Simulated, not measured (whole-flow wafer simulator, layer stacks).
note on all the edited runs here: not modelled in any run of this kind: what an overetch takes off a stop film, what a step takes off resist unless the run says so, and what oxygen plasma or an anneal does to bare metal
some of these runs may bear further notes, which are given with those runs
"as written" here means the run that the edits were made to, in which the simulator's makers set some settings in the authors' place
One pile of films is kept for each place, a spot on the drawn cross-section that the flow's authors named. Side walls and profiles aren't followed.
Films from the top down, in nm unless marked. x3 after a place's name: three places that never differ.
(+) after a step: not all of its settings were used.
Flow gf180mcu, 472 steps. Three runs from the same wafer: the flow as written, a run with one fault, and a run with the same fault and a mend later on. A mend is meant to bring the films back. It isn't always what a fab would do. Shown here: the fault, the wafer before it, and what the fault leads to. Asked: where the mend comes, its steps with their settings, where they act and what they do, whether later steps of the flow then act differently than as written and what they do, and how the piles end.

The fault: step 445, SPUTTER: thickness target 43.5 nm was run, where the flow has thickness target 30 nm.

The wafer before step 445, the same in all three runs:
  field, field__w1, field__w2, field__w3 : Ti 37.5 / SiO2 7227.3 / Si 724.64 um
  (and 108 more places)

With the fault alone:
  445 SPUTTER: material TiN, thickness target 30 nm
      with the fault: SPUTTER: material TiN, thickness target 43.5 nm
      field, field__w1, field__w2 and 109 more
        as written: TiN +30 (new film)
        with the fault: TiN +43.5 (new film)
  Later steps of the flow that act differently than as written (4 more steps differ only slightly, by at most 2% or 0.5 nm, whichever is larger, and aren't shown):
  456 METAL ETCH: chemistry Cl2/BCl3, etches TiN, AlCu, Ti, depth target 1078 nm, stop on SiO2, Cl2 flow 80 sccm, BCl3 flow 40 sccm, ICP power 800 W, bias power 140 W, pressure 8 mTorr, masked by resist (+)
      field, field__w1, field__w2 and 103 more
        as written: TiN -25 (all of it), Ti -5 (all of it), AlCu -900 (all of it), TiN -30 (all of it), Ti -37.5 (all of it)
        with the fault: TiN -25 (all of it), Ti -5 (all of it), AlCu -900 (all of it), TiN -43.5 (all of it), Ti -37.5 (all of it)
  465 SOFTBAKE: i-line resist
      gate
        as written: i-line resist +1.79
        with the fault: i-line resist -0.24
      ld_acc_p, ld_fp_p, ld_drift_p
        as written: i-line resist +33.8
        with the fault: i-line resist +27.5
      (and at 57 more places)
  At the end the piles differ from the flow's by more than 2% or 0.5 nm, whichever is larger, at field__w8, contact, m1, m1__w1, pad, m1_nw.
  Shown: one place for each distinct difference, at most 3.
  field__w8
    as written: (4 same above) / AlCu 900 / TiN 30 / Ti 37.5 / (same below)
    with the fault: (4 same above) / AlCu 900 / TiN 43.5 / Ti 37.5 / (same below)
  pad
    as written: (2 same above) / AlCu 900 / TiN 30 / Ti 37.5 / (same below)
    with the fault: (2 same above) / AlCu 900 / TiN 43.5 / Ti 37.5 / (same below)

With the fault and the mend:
  The mend comes after step 445.
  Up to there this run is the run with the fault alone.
  445a METAL ETCH: chemistry Cl2/BCl3, etches TiN, AlCu, Ti, depth target 13.5 nm, Cl2 flow 80 sccm, BCl3 flow 40 sccm, ICP power 800 W, bias power 140 W, pressure 8 mTorr (the flow's step 260 once more, with other settings)
      field, field__w1, field__w2 and 109 more
        TiN -13.5
  No later step of the flow acts differently than as written at any place that is followed.
  At the end the piles are the same as the flow's at every place that both follow.
